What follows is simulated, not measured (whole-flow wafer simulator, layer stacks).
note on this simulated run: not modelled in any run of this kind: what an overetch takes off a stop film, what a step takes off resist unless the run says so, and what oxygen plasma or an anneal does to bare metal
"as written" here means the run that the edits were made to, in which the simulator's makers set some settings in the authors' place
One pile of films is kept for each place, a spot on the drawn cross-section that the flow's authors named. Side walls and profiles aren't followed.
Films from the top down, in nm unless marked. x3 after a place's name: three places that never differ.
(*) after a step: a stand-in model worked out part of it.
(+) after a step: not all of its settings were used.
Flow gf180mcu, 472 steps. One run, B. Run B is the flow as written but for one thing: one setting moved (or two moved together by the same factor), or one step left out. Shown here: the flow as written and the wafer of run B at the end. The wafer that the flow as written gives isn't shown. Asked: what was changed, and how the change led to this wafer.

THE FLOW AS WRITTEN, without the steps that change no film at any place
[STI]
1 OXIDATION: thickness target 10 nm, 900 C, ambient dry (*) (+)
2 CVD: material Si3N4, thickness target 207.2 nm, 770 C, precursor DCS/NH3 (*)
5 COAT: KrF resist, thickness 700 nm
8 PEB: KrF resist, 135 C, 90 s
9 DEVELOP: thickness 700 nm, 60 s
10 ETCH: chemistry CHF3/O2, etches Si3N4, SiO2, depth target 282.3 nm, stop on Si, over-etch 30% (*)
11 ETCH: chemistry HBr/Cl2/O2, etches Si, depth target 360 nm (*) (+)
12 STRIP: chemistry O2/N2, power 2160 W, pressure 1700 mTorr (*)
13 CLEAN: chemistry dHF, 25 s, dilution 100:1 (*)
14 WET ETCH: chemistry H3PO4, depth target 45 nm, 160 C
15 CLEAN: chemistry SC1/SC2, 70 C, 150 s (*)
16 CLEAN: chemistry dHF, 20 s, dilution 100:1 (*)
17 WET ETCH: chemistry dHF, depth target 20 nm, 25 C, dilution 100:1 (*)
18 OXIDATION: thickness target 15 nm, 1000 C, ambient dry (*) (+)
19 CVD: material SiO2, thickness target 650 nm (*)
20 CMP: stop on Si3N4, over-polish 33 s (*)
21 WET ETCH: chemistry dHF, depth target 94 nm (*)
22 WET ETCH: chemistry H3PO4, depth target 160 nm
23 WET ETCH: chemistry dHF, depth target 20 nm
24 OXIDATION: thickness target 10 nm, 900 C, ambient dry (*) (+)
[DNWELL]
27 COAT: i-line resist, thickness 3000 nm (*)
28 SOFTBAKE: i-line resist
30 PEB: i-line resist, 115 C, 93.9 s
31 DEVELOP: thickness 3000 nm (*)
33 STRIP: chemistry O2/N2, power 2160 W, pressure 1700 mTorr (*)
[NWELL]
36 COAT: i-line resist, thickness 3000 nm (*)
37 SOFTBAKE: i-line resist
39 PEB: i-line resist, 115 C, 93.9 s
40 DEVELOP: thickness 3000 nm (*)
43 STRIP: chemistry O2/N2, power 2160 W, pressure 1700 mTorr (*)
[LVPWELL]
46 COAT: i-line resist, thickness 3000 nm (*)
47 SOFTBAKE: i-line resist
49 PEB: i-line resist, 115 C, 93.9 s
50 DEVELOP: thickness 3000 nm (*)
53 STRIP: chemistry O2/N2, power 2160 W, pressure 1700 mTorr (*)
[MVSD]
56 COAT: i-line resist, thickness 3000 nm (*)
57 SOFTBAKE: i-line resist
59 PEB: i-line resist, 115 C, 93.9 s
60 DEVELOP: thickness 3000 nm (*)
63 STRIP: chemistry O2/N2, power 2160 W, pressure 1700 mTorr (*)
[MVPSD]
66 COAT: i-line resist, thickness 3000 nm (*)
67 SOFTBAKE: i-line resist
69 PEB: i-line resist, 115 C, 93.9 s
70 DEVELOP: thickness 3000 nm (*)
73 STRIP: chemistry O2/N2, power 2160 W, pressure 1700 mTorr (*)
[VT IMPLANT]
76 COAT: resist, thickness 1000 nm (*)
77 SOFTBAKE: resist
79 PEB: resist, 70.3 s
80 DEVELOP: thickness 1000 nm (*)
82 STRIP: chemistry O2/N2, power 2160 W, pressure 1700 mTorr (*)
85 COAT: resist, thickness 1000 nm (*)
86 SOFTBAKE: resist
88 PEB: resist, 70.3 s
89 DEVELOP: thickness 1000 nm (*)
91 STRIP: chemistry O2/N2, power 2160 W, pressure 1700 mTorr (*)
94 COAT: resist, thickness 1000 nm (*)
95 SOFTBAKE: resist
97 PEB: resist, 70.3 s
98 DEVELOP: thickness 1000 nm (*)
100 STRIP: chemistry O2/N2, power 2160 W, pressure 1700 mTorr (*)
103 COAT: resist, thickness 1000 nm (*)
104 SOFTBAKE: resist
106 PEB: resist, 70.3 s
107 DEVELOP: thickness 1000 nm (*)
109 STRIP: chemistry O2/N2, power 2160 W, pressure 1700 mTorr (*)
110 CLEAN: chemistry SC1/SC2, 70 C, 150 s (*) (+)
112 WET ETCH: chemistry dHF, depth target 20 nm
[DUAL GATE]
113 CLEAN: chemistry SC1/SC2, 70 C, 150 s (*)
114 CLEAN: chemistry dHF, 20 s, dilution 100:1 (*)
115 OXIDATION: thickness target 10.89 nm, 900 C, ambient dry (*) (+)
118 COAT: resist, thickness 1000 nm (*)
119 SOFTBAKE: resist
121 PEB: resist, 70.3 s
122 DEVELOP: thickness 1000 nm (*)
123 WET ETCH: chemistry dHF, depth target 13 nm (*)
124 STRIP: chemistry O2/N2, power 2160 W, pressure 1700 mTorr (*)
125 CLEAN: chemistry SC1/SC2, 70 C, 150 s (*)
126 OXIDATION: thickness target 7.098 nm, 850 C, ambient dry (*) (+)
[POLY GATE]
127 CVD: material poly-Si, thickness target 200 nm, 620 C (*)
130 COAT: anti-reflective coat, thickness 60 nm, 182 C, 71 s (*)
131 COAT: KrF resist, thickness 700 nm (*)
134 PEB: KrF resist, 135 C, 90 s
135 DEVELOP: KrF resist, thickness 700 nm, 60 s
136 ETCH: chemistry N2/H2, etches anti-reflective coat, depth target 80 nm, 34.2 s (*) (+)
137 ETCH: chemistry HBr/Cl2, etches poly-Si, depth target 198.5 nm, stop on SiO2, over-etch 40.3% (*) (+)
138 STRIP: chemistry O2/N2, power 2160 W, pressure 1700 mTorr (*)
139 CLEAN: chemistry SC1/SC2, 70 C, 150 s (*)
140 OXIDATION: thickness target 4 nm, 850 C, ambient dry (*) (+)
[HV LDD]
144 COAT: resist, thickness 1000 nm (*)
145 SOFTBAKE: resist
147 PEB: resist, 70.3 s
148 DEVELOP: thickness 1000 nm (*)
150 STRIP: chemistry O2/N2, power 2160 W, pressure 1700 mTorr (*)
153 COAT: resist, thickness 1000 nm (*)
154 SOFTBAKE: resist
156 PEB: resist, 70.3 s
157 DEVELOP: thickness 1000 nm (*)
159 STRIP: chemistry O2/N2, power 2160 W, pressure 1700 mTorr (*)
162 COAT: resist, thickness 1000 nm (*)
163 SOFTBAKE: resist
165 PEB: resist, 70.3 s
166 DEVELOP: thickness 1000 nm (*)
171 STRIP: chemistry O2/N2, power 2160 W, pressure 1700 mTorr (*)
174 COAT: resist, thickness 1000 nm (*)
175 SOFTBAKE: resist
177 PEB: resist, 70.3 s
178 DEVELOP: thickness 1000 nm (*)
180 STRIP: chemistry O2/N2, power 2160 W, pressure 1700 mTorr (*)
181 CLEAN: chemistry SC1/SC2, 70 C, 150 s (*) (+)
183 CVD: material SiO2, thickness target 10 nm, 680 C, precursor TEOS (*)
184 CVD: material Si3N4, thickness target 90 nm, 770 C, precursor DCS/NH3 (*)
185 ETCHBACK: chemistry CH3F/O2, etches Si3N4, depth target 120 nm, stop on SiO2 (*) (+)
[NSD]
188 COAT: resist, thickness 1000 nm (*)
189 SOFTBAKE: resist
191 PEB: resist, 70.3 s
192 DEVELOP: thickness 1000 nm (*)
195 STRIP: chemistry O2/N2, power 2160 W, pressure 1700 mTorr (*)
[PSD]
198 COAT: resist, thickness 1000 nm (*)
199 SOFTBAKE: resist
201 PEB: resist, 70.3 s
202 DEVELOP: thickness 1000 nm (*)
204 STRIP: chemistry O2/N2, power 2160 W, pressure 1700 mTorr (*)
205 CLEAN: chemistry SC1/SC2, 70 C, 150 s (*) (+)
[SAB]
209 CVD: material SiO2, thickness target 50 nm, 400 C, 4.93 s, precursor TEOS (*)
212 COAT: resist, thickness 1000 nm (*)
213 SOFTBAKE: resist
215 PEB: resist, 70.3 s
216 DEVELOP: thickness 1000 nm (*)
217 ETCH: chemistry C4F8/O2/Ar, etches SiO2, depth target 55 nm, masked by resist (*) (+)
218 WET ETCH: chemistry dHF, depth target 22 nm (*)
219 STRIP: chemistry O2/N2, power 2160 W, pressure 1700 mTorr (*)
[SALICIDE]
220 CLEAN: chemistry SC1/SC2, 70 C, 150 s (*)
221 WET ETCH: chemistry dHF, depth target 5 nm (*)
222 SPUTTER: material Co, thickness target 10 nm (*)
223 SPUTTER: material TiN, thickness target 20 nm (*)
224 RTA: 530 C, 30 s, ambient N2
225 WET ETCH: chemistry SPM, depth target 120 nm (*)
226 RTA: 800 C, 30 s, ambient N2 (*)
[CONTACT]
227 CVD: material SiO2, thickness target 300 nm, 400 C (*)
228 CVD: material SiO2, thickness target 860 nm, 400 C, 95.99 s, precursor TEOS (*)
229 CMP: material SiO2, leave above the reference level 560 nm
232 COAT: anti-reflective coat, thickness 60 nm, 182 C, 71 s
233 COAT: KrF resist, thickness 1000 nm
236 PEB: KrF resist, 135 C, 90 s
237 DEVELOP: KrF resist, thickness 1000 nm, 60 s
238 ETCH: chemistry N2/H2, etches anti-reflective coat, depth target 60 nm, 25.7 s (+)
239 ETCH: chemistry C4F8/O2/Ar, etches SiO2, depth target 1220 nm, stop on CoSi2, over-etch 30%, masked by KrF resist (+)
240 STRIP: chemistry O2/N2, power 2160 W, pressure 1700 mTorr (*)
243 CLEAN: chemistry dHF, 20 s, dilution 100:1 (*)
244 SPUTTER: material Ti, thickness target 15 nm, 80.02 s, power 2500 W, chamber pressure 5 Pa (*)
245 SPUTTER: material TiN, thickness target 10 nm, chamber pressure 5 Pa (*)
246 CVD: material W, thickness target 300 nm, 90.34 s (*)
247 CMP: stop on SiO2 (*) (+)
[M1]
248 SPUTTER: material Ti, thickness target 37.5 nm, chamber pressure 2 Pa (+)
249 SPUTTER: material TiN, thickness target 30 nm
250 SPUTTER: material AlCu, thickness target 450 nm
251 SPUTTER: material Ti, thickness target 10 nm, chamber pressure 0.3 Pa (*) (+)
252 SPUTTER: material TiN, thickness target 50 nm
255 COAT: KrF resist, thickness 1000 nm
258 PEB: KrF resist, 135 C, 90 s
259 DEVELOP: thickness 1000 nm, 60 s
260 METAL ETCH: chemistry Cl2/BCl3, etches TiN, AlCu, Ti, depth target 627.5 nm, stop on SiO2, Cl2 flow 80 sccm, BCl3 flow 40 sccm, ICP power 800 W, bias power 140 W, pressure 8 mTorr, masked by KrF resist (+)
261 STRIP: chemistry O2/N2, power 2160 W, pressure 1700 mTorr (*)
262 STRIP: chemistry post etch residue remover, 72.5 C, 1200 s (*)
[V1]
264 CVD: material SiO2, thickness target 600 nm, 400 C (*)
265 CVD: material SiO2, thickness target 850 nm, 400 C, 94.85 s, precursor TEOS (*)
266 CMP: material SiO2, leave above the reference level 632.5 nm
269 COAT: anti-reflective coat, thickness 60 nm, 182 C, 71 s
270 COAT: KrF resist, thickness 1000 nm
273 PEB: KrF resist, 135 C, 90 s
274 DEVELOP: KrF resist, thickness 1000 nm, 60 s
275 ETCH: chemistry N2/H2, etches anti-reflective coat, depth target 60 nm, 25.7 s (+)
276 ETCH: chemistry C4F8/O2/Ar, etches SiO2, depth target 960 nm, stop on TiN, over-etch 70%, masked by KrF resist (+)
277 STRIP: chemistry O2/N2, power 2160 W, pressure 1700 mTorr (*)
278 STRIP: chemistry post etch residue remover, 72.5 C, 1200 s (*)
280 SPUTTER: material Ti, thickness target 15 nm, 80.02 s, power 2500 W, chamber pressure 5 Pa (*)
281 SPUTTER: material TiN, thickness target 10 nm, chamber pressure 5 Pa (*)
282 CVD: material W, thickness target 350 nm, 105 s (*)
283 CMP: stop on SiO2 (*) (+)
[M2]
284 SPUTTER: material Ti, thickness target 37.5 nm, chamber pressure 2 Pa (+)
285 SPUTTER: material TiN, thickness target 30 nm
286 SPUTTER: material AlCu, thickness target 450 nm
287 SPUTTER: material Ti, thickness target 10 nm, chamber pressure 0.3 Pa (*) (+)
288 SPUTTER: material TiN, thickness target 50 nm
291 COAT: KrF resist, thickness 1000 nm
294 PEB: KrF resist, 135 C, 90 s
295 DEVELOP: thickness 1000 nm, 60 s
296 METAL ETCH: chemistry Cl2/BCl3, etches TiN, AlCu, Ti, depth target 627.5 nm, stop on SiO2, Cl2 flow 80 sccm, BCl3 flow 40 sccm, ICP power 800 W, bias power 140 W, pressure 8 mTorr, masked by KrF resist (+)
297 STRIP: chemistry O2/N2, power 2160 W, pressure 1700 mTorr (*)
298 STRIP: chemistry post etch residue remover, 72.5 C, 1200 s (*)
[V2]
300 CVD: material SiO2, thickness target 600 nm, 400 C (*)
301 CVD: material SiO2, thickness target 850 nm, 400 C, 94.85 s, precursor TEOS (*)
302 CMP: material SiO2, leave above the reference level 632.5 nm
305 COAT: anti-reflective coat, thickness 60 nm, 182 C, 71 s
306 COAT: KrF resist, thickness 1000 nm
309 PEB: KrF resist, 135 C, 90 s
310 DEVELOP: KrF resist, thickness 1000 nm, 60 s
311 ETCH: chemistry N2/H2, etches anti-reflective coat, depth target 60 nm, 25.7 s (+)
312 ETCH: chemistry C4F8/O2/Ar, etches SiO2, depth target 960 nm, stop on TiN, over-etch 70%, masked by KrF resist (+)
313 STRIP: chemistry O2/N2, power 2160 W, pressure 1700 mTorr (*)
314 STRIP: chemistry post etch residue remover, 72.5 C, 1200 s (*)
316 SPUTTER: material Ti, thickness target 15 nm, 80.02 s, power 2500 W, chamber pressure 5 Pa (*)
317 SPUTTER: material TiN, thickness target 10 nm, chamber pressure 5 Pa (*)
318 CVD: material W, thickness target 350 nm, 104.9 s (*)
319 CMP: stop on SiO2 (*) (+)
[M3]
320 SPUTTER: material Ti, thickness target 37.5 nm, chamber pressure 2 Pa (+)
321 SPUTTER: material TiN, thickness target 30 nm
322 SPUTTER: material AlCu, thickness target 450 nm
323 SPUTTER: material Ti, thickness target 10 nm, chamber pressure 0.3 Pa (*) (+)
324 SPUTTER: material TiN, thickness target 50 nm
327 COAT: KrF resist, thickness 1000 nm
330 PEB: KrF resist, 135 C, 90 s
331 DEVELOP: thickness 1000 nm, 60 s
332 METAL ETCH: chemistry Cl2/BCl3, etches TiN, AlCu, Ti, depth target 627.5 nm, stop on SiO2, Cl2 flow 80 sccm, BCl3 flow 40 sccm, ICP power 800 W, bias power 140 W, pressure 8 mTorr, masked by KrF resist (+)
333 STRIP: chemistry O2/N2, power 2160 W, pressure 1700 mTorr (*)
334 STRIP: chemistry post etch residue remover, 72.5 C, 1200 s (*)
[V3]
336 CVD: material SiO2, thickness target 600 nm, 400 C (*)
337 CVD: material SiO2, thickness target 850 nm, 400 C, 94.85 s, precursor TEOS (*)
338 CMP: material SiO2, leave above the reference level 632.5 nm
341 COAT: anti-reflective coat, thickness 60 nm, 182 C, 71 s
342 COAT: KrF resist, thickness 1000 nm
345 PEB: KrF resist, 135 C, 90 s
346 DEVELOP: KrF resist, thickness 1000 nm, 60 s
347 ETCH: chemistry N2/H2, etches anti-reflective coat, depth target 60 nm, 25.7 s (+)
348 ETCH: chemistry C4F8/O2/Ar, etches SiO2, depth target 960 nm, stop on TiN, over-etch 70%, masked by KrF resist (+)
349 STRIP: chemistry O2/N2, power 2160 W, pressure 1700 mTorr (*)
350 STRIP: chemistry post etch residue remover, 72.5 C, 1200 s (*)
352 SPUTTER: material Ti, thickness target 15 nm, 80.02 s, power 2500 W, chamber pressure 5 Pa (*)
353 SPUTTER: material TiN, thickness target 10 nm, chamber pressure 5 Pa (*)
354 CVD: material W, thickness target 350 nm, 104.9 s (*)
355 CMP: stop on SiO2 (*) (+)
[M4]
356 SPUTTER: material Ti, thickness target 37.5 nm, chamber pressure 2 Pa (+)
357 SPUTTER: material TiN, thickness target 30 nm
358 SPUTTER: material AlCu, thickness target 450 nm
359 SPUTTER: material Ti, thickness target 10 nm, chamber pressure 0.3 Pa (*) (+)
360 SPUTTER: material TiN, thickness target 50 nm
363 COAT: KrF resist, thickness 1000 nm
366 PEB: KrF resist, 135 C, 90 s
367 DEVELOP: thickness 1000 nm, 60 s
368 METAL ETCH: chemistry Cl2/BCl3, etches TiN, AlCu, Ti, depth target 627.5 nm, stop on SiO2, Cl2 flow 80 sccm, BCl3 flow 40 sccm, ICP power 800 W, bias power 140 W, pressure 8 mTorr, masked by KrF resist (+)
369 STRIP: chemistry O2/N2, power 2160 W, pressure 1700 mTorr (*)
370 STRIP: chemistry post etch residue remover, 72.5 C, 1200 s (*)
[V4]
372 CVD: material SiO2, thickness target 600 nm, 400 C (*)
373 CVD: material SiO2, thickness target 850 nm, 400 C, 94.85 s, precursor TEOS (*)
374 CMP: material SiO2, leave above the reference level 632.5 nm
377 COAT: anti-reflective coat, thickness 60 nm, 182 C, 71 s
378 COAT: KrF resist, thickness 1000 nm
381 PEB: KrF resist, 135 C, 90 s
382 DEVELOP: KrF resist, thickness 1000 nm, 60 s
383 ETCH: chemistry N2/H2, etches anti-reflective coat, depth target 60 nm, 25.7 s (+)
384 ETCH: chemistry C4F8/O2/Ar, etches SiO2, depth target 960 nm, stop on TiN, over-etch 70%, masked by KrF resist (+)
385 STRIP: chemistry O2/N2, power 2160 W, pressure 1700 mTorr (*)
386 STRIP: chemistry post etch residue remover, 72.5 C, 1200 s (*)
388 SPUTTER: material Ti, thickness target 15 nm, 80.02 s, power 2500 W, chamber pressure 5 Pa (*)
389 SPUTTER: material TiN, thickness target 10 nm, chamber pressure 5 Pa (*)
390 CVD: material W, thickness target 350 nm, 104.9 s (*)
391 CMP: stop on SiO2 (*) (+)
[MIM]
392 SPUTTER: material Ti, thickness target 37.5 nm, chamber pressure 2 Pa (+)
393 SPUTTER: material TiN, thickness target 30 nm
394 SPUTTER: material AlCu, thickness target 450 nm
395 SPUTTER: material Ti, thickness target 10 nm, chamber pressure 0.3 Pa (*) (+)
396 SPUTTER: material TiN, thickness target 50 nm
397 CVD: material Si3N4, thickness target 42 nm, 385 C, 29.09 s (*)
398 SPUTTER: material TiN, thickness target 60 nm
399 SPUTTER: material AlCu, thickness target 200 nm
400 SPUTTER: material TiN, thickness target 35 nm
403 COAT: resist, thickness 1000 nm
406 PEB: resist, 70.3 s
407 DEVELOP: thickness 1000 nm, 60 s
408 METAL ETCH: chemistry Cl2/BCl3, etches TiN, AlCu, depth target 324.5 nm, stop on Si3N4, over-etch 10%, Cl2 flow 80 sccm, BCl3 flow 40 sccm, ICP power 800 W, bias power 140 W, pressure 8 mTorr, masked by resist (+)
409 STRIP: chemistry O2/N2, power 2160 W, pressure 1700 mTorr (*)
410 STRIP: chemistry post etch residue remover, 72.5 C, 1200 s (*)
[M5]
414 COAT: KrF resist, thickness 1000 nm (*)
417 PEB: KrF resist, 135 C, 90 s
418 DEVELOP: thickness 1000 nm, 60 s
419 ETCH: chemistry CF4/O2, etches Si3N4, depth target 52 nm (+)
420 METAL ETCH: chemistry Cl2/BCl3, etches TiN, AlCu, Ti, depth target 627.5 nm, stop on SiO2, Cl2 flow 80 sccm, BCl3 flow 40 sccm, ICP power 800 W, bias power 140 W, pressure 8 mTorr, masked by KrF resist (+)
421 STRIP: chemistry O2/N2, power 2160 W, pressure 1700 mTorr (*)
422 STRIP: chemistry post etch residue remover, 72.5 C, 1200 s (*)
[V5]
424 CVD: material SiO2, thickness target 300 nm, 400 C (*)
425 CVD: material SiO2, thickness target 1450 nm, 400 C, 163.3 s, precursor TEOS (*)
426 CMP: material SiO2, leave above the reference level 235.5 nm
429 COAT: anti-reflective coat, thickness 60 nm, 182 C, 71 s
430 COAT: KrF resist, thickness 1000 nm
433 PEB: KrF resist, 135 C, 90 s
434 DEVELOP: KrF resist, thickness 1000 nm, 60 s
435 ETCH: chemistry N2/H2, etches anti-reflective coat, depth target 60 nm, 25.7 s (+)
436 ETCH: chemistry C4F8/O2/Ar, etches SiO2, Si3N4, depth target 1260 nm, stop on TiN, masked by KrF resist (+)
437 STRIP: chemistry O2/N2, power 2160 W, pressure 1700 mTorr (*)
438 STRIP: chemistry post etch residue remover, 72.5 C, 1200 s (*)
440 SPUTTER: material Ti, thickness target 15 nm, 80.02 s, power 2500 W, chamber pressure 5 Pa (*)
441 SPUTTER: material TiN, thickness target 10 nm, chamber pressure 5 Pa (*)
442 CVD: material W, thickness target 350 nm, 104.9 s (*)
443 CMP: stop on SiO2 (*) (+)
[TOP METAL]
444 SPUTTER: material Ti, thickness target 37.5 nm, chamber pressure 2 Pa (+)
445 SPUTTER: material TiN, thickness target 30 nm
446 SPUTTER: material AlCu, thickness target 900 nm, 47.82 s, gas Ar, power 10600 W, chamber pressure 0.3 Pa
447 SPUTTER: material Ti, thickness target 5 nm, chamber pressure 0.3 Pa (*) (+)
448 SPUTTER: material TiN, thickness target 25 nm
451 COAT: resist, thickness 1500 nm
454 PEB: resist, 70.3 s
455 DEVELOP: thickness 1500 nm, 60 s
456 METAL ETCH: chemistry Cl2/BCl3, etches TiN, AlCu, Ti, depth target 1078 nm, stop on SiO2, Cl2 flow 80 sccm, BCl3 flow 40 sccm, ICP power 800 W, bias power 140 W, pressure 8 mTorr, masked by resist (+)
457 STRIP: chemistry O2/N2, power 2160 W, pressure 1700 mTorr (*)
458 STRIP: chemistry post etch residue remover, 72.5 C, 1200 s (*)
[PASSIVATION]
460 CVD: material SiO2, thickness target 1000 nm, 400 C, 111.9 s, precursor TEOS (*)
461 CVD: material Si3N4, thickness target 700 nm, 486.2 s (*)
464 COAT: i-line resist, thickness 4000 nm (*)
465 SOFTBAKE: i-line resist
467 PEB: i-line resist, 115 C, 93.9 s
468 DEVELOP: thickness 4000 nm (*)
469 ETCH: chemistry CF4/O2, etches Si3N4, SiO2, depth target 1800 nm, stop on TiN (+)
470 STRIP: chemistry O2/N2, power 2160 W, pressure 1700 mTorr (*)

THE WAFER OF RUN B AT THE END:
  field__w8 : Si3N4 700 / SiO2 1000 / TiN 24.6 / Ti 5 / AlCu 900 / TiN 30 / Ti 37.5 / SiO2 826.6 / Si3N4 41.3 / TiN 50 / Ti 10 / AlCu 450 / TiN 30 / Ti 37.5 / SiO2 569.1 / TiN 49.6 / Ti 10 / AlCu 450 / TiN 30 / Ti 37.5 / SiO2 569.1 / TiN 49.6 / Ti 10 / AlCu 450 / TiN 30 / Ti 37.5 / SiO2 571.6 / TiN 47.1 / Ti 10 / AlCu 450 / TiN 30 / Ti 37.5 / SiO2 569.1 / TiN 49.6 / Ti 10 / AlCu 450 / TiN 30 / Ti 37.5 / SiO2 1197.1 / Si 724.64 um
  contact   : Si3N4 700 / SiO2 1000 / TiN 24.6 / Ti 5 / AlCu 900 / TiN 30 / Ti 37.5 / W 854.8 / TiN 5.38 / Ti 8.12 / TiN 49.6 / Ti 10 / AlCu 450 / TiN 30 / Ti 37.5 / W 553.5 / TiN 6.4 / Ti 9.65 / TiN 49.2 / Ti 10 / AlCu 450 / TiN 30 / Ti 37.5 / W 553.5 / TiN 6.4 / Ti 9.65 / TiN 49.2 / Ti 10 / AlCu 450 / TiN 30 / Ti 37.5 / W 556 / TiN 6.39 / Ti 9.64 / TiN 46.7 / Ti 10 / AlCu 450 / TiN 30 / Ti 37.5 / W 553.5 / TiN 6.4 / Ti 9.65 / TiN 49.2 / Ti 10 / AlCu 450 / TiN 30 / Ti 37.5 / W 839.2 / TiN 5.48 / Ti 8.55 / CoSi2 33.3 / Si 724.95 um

The cause: step 288, SPUTTER: thickness target 47.5 nm was run, where the flow has thickness target 50 nm.

How the change led to this, step by step:
  288 SPUTTER: material TiN, thickness target 50 nm
      field, field__w1, field__w2 and 108 more: TiN +47.5 (new film) (as written it would be: TiN +50 (new film))
  296 METAL ETCH: chemistry Cl2/BCl3, etches TiN, AlCu, Ti, depth target 627.5 nm, stop on SiO2, Cl2 flow 80 sccm, BCl3 flow 40 sccm, ICP power 800 W, bias power 140 W, pressure 8 mTorr, masked by KrF resist (+)
      field, field__w1, field__w2 and 103 more: TiN -47.5 (all of it), Ti -10 (all of it), AlCu -450 (all of it), TiN -30 (all of it), Ti -37.5 (all of it) (as written it would be: TiN -50 (all of it), Ti -10 (all of it), AlCu -450 (all of it), TiN -30 (all of it), Ti -37.5 (all of it))
